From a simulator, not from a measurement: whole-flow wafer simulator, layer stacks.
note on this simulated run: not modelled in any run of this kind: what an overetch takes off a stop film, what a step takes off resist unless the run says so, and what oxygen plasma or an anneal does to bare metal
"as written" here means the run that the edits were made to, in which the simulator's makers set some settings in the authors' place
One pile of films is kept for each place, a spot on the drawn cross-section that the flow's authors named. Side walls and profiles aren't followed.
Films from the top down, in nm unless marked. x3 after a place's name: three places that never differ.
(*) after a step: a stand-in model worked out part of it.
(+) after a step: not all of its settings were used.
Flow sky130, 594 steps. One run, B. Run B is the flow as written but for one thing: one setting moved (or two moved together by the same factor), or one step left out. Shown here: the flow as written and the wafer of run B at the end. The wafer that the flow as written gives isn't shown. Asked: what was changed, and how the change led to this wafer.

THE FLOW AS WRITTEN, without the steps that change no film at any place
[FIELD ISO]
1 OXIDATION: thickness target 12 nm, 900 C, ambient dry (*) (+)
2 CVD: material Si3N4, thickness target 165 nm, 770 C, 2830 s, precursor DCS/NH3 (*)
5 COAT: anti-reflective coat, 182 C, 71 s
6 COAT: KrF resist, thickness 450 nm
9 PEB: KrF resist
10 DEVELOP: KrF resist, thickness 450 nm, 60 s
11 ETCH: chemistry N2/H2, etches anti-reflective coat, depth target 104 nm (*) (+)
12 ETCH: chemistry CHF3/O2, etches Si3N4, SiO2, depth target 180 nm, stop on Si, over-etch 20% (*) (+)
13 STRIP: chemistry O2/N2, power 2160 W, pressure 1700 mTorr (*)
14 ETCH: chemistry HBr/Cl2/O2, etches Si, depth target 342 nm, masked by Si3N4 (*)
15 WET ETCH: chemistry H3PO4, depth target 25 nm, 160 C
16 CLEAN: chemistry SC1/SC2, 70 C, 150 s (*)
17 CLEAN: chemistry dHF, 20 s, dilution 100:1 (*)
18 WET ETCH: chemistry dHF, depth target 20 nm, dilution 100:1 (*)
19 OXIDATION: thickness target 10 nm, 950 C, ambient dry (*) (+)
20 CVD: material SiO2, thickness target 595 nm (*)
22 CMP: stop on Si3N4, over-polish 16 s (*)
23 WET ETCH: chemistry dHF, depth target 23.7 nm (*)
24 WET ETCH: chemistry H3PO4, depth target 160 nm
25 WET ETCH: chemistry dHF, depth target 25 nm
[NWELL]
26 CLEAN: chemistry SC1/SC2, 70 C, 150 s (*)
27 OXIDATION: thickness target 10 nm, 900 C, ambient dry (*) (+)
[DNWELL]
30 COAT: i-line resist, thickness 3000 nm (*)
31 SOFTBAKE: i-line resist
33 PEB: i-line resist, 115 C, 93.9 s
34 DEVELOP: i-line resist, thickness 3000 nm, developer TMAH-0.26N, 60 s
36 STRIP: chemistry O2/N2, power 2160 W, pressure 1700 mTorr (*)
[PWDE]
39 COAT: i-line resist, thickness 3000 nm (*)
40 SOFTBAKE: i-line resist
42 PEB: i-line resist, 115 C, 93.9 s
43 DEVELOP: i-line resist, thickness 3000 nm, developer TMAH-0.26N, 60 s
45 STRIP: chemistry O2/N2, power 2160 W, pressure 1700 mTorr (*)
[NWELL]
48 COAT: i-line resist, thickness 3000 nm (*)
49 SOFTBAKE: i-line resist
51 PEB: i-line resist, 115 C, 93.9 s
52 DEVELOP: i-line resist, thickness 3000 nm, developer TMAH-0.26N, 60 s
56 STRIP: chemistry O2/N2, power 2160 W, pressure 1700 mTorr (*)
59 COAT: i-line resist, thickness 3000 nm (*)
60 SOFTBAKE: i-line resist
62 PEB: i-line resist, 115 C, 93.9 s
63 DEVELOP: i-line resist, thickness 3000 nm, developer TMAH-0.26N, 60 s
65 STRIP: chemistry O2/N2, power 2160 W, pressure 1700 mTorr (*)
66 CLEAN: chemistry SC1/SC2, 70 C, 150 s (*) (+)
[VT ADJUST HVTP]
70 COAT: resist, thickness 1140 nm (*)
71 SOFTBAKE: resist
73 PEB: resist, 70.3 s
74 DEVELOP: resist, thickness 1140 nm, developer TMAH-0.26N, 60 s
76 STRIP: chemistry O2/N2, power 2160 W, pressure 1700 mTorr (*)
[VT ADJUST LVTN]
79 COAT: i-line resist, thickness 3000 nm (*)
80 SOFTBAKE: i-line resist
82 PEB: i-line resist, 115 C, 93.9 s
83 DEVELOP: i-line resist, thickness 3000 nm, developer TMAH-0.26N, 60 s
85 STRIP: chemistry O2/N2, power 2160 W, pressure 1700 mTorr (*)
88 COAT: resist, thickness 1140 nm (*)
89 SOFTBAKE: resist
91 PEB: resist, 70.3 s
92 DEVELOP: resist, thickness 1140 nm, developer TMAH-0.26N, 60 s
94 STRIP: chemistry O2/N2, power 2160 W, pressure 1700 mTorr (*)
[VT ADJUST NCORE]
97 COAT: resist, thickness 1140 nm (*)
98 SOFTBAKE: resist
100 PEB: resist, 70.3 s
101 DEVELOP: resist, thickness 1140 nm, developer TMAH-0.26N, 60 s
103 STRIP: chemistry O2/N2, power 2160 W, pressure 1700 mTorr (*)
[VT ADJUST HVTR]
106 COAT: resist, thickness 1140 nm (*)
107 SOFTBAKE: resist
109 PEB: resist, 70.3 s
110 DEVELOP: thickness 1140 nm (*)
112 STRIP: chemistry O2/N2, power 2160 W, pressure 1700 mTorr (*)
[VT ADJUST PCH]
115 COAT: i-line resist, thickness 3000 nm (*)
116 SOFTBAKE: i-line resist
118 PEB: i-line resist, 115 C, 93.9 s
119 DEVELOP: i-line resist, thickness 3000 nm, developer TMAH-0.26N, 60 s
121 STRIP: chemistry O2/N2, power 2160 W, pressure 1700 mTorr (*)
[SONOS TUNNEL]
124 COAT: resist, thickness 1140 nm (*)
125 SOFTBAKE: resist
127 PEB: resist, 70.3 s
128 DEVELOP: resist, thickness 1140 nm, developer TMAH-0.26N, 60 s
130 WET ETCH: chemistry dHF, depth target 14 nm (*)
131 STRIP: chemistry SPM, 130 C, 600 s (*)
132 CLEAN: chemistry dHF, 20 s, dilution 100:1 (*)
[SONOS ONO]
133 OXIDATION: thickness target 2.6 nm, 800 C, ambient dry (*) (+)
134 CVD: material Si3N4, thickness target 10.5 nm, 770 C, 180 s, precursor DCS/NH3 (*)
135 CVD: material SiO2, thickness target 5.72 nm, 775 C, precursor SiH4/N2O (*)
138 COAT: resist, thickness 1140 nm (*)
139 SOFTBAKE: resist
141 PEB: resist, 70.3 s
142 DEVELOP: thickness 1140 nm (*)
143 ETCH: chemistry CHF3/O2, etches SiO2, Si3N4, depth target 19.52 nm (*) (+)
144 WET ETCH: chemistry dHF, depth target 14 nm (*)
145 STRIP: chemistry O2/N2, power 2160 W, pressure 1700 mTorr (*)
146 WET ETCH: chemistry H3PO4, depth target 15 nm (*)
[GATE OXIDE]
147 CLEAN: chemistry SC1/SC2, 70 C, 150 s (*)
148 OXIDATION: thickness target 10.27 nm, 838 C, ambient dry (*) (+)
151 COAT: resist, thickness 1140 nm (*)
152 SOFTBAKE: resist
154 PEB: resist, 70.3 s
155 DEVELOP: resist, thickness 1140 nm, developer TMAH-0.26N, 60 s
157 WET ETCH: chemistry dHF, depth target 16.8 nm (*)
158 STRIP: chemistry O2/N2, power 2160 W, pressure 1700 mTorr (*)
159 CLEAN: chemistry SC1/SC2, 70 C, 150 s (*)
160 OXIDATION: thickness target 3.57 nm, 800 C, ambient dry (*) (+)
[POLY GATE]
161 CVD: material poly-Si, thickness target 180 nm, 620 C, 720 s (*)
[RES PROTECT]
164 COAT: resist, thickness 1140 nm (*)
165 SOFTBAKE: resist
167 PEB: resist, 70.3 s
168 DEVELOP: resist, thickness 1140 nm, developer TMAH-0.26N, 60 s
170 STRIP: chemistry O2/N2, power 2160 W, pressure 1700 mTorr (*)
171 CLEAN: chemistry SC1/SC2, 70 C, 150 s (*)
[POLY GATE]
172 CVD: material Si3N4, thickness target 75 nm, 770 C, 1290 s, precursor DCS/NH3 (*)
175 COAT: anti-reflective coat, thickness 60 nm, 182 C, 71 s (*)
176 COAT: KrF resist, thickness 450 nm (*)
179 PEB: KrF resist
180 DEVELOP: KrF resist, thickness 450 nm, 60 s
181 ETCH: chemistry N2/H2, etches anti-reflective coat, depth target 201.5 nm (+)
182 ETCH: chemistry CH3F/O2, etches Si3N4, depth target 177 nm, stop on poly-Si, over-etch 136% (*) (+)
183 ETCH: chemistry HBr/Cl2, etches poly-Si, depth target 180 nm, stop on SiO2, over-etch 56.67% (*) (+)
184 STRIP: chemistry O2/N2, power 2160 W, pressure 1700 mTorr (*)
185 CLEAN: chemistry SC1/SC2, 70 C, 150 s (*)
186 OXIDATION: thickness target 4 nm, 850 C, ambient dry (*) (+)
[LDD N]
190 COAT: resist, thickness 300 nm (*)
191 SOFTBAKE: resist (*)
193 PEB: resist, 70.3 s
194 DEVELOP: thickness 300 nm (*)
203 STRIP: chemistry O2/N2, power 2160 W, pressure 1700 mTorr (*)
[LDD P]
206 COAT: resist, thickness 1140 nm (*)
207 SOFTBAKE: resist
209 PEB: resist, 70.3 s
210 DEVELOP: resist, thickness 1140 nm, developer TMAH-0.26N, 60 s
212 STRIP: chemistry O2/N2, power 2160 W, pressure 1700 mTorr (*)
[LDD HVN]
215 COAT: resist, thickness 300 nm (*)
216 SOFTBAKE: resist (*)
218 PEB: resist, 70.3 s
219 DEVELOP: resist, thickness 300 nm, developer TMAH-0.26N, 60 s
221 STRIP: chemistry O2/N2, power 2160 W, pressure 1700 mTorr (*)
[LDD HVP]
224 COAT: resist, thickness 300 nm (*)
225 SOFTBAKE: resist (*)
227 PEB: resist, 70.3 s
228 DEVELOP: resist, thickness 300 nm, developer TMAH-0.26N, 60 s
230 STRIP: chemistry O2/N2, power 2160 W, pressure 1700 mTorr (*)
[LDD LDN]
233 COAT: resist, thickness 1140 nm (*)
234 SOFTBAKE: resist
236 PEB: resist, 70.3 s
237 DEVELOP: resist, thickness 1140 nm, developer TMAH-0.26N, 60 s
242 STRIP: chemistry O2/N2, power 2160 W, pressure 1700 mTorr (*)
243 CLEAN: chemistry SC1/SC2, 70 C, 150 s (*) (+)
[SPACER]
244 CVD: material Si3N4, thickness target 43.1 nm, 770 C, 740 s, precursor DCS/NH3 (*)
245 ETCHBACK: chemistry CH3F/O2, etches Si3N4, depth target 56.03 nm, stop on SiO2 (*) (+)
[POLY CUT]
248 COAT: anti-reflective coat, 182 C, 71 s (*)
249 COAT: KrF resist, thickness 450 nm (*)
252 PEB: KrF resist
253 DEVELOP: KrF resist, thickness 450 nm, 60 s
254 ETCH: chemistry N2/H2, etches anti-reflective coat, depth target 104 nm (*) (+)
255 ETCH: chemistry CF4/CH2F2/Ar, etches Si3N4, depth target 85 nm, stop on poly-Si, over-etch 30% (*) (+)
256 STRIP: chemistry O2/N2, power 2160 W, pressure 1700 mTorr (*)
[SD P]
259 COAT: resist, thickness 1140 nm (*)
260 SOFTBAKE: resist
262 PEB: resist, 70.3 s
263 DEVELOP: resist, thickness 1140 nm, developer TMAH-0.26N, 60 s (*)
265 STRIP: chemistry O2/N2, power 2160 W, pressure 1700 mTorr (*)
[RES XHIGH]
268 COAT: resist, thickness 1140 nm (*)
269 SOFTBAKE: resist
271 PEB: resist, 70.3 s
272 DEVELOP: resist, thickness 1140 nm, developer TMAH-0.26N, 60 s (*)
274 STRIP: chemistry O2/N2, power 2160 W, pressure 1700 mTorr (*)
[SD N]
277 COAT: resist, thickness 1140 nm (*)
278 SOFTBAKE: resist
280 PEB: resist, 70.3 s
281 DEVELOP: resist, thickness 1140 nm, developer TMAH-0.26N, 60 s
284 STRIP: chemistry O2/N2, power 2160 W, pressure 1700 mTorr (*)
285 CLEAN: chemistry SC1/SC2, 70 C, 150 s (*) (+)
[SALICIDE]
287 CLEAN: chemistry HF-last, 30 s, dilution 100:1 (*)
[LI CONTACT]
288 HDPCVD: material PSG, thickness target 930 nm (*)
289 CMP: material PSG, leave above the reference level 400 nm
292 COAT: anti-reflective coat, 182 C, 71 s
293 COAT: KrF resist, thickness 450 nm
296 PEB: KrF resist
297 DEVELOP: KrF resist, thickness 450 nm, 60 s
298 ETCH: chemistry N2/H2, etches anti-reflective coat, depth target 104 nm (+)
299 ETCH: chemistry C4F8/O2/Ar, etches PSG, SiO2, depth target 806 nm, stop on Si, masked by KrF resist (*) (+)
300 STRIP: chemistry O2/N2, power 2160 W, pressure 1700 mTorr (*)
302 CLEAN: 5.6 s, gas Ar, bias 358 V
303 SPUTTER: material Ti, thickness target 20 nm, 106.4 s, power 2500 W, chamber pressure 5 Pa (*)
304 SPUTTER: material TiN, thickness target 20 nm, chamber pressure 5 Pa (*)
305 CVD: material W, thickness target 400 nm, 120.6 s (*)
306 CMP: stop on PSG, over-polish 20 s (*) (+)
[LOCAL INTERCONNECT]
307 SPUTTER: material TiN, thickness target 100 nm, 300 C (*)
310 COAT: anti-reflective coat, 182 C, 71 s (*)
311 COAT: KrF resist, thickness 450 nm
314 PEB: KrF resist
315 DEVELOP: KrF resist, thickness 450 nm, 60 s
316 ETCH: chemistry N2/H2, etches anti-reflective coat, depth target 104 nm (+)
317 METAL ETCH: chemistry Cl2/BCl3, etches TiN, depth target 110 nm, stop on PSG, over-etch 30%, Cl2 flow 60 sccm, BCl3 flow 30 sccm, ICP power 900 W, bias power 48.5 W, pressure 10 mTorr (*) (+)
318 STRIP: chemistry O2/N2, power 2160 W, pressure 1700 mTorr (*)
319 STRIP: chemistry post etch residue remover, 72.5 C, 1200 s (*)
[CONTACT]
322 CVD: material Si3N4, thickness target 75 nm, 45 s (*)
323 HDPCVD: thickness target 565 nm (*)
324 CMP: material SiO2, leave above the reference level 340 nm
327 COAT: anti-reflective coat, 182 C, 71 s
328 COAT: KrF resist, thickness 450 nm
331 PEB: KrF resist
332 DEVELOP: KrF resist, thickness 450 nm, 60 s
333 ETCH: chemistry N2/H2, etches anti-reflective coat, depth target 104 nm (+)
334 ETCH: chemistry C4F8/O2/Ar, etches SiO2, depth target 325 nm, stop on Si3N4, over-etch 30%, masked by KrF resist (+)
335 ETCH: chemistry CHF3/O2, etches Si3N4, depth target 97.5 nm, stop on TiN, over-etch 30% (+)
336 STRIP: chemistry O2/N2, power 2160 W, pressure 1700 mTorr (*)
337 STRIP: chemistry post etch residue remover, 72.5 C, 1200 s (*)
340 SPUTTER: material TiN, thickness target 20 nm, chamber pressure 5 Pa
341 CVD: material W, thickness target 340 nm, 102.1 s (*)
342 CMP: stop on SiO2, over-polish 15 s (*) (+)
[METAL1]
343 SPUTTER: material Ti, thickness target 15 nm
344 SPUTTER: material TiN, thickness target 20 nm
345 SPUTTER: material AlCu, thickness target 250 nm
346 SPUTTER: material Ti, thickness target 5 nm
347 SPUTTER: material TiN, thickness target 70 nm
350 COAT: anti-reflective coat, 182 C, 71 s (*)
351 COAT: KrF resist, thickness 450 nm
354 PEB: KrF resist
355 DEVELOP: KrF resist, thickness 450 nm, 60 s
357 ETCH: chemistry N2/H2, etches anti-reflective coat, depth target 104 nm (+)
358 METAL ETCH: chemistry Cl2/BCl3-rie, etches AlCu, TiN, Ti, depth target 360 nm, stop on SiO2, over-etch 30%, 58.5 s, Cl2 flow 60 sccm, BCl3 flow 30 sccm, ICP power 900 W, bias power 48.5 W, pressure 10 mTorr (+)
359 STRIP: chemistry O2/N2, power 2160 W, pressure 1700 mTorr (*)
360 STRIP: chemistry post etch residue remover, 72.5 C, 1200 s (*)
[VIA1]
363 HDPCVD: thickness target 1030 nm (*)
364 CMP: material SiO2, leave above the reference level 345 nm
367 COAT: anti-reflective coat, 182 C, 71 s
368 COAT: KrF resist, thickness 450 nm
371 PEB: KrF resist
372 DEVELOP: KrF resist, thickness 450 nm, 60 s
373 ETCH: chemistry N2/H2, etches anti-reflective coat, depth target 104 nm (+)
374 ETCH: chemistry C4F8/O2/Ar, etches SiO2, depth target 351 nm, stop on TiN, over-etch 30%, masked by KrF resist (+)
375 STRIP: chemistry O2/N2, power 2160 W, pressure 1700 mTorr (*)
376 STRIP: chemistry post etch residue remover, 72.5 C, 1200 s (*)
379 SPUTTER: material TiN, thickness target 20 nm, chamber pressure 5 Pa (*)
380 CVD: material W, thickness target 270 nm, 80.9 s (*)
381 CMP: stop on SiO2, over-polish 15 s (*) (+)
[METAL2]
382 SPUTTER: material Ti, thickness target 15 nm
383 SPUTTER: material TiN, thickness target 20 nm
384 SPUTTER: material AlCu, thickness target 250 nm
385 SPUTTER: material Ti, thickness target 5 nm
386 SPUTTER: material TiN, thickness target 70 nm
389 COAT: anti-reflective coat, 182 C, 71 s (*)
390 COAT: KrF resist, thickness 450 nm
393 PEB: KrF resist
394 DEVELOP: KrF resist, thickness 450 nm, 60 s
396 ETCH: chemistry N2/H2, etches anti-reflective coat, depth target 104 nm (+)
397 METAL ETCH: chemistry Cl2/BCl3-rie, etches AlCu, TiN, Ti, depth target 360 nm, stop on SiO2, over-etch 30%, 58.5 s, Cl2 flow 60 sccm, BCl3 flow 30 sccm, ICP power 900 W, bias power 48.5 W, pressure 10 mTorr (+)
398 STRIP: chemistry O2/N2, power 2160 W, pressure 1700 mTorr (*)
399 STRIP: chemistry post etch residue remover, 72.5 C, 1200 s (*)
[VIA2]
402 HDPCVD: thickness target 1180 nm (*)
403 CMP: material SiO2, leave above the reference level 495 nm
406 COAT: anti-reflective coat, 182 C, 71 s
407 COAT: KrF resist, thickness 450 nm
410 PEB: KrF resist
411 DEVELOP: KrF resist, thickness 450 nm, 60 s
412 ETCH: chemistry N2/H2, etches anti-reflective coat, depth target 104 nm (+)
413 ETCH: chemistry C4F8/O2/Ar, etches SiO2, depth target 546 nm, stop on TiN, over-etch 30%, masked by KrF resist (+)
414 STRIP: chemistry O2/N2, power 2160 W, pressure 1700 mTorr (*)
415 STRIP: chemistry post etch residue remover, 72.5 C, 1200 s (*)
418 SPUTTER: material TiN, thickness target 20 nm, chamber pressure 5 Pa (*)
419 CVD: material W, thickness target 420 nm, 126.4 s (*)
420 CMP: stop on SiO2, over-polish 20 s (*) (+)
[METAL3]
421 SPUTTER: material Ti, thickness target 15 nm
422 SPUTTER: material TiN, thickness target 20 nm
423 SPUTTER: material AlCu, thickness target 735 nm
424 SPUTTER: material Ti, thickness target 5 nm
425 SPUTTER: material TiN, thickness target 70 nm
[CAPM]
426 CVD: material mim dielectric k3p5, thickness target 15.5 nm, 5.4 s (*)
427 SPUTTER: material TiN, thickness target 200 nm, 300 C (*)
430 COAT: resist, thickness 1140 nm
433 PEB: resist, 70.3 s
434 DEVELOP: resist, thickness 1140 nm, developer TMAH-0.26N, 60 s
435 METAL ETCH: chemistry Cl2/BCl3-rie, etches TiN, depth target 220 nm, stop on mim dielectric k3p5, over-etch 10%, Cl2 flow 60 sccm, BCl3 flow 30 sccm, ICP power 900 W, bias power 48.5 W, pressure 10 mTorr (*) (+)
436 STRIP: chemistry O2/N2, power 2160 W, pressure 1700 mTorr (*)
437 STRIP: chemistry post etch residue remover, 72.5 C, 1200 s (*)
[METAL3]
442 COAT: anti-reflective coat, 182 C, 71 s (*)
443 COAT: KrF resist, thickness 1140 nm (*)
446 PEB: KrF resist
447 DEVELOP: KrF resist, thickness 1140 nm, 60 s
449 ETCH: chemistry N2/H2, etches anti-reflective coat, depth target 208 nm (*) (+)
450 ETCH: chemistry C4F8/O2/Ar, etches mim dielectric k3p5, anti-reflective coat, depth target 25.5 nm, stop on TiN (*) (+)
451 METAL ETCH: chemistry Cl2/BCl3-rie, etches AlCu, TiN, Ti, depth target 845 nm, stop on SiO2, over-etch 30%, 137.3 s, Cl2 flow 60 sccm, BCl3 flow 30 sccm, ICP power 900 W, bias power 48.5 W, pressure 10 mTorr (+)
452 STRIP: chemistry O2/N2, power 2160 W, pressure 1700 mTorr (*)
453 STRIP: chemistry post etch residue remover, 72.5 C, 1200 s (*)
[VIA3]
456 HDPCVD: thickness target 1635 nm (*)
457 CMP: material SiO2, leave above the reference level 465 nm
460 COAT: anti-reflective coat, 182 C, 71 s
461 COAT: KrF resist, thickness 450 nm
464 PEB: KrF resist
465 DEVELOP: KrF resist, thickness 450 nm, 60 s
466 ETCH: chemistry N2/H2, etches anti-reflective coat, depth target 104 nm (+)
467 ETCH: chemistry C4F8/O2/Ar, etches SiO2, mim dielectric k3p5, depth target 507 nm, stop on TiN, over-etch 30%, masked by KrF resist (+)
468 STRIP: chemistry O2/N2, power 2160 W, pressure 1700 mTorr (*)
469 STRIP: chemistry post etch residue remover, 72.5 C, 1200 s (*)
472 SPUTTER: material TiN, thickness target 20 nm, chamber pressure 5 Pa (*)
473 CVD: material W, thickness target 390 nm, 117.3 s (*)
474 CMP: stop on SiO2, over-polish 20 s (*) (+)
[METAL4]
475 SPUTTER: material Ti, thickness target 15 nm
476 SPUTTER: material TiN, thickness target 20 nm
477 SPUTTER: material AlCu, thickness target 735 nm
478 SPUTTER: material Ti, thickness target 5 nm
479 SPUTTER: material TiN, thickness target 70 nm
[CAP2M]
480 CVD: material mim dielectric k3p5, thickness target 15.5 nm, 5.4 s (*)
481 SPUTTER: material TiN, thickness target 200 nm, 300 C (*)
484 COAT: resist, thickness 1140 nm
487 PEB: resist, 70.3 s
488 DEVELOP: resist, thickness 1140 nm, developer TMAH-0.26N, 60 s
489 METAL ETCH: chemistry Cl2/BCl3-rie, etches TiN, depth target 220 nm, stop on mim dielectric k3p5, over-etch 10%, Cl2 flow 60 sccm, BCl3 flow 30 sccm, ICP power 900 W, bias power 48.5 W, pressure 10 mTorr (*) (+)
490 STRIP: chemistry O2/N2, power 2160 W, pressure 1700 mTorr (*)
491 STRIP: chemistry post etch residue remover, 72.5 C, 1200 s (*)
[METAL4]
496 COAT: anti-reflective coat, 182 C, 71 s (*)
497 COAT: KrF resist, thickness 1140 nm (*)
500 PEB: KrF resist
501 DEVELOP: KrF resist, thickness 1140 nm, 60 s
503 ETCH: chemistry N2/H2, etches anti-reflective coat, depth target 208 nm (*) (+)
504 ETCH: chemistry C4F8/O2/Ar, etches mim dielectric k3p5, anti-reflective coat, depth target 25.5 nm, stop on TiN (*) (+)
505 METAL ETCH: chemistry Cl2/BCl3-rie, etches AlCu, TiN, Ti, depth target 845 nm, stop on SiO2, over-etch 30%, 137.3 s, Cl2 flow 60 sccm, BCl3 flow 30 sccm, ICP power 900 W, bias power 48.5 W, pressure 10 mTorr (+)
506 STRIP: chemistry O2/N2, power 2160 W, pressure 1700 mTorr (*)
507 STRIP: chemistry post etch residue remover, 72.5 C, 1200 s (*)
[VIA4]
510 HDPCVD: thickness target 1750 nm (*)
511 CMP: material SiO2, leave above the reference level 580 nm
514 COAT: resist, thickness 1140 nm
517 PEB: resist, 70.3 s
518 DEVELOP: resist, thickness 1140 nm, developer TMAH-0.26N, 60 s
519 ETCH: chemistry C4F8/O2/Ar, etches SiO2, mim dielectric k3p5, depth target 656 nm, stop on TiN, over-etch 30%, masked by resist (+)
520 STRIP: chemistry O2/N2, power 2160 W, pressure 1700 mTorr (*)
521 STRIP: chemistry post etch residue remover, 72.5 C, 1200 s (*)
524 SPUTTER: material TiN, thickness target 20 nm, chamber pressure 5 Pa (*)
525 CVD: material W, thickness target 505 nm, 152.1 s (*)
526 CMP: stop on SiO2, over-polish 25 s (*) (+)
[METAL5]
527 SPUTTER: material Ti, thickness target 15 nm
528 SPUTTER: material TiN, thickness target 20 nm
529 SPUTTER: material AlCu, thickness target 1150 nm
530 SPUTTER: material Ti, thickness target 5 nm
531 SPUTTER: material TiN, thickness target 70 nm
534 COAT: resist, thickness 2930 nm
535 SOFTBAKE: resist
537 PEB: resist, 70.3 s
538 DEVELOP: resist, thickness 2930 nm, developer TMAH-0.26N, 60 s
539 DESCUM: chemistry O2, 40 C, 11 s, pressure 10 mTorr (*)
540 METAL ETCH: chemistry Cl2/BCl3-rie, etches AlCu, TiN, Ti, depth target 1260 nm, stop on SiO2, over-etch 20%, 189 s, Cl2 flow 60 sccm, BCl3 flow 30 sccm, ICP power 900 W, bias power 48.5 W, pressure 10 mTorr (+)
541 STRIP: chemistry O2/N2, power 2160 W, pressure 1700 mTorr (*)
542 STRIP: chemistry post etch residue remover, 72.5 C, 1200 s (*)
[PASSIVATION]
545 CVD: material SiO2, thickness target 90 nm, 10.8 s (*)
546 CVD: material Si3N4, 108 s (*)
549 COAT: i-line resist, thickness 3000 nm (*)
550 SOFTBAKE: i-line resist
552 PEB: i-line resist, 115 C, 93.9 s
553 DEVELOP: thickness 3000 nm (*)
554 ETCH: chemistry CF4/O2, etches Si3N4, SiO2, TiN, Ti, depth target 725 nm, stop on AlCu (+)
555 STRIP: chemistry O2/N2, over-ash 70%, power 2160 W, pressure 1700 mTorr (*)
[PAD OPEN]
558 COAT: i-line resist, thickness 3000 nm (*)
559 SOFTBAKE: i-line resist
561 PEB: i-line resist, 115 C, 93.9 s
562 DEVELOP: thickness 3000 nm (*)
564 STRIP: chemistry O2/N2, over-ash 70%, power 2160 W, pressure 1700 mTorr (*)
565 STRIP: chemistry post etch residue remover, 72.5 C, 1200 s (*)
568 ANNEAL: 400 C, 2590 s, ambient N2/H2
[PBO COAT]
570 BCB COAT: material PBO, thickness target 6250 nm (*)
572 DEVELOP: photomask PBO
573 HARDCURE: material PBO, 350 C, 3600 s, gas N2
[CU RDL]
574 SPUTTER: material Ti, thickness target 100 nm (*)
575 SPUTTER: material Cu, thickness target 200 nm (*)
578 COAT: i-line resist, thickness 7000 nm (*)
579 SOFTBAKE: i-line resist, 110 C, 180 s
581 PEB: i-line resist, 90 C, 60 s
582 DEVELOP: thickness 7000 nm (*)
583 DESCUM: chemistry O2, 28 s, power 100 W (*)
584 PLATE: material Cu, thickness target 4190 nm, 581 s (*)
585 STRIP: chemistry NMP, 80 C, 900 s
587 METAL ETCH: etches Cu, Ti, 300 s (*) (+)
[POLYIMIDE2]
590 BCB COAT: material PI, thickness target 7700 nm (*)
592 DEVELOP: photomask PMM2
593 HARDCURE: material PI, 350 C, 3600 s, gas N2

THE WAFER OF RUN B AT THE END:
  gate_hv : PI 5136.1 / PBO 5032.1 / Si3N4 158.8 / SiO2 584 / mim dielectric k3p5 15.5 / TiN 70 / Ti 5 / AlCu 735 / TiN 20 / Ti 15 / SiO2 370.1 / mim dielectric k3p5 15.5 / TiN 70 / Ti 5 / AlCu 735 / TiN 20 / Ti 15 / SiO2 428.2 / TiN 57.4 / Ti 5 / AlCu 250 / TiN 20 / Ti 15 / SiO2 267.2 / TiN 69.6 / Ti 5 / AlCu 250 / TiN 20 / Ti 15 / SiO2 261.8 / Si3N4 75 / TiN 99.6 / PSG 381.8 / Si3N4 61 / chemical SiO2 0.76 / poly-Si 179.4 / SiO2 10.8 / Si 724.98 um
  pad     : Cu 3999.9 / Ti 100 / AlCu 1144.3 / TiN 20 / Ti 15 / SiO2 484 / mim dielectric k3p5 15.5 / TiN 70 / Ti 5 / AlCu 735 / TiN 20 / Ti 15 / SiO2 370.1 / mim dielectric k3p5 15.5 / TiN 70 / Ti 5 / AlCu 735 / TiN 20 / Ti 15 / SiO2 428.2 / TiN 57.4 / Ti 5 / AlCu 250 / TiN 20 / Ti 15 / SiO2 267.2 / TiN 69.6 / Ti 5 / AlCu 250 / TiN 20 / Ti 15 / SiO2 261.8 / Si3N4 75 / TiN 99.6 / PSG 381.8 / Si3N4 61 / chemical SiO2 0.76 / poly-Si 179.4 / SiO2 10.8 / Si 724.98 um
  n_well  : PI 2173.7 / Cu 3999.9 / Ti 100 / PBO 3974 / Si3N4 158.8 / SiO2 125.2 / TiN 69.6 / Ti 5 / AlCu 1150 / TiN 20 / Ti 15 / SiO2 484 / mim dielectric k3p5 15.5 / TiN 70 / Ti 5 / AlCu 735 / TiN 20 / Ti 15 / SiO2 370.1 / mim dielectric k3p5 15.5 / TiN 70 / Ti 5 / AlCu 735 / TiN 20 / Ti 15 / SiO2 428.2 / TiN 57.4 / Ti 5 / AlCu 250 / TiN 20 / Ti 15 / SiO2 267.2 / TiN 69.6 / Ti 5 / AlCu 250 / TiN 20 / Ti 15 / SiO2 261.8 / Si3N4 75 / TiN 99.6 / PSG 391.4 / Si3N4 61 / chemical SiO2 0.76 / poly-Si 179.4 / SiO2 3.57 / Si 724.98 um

The cause: step 386, SPUTTER: thickness target 57.8 nm was run, where the flow has thickness target 70 nm.

How the change led to this, step by step:
  386 SPUTTER: material TiN, thickness target 70 nm
      field, active, n_well and 188 more: TiN +57.8 (new film) (as written it would be: TiN +70 (new film))
  397 METAL ETCH: chemistry Cl2/BCl3-rie, etches AlCu, TiN, Ti, depth target 360 nm, stop on SiO2, over-etch 30%, 58.5 s, Cl2 flow 60 sccm, BCl3 flow 30 sccm, ICP power 900 W, bias power 48.5 W, pressure 10 mTorr (+)
      field, active, gate and 82 more: TiN -56.5 (all of it), Ti -5 (all of it), AlCu -250 (all of it), TiN -20 (all of it), Ti -15 (all of it), SiO2 -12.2 (as written it would be: TiN -68.7 (all of it), Ti -5 (all of it), AlCu -250 (all of it), TiN -20 (all of it), Ti -15 (all of it), SiO2 -10.9)
  413 ETCH: chemistry C4F8/O2/Ar, etches SiO2, depth target 546 nm, stop on TiN, over-etch 30%, masked by KrF resist (+)
      m1: SiO2 -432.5 (all of it) (as written it would be: SiO2 -420.3 (all of it))
      via2_hole: SiO2 -432 (all of it) (as written it would be: SiO2 -419.8 (all of it))
